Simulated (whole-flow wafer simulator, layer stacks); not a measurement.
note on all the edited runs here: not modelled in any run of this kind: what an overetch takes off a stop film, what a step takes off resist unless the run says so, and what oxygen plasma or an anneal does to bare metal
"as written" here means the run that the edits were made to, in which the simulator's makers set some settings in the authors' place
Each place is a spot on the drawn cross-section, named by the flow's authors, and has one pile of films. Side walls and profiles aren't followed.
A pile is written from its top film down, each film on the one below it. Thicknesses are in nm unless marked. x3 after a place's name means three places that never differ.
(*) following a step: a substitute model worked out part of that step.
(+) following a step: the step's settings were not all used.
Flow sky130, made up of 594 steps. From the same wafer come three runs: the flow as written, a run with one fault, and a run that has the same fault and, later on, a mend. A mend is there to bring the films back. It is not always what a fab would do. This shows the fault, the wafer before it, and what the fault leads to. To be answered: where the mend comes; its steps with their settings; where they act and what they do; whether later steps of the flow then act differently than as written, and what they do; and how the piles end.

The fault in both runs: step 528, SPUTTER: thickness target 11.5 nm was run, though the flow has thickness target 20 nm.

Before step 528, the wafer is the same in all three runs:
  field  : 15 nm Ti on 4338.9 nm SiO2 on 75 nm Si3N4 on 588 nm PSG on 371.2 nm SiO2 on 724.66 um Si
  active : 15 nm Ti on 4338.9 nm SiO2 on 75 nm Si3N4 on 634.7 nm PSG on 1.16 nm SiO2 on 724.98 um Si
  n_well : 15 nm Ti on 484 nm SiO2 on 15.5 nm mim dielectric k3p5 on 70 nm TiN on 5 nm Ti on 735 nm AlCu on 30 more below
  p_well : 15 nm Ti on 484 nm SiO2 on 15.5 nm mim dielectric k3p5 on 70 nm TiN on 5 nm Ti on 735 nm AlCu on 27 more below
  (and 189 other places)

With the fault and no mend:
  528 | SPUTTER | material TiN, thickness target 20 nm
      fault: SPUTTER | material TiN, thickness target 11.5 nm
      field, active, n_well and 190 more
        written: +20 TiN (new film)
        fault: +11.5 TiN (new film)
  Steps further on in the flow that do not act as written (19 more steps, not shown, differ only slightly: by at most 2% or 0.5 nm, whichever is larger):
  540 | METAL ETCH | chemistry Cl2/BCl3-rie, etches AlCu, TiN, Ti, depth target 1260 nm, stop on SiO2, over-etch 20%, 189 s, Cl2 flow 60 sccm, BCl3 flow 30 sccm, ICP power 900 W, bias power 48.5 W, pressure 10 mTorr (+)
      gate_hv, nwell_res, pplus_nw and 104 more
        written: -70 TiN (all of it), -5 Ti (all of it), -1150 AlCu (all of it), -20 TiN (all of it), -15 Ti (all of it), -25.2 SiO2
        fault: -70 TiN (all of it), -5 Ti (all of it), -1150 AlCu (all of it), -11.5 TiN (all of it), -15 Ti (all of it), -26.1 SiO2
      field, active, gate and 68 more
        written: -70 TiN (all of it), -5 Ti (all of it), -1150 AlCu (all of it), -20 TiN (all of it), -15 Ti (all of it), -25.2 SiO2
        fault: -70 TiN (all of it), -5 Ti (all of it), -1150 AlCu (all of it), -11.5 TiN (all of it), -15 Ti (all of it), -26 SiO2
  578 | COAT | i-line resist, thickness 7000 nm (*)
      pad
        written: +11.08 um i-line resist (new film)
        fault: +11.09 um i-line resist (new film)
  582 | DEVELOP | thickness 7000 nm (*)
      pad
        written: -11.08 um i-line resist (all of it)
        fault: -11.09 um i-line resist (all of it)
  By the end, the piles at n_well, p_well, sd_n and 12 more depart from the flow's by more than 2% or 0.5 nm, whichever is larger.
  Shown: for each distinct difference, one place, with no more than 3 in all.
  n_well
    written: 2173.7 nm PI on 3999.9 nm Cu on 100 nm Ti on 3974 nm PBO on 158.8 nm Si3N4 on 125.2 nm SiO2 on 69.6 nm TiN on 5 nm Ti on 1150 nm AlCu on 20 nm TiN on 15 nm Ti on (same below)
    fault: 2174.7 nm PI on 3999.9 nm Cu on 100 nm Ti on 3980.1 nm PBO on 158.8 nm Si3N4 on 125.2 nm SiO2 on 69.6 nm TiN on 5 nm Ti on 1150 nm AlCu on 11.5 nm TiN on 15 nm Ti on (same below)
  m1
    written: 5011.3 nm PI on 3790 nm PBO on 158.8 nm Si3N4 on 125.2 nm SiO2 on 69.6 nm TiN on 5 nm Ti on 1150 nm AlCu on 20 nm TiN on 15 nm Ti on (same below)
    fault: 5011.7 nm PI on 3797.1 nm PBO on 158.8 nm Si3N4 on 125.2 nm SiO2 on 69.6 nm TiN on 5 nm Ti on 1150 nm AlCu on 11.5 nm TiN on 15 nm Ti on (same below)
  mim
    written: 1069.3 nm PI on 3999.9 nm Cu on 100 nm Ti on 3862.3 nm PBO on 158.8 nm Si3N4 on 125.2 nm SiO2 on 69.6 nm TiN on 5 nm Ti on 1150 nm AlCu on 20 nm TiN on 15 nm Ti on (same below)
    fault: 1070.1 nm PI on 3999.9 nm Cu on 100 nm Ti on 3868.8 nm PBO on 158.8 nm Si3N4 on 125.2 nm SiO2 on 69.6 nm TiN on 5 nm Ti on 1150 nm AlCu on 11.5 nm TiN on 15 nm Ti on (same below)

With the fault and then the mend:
  After step 528 comes the mend.
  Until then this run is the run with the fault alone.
  528a | SPUTTER | material TiN, thickness target 8.5 nm (the flow's step 528, run once more with other settings)
      field, active, n_well and 190 more
        +8.5 TiN
  Later steps of the flow that are run all act as written at every place that is followed.
  The piles end the same as the flow's at every place that both follow.
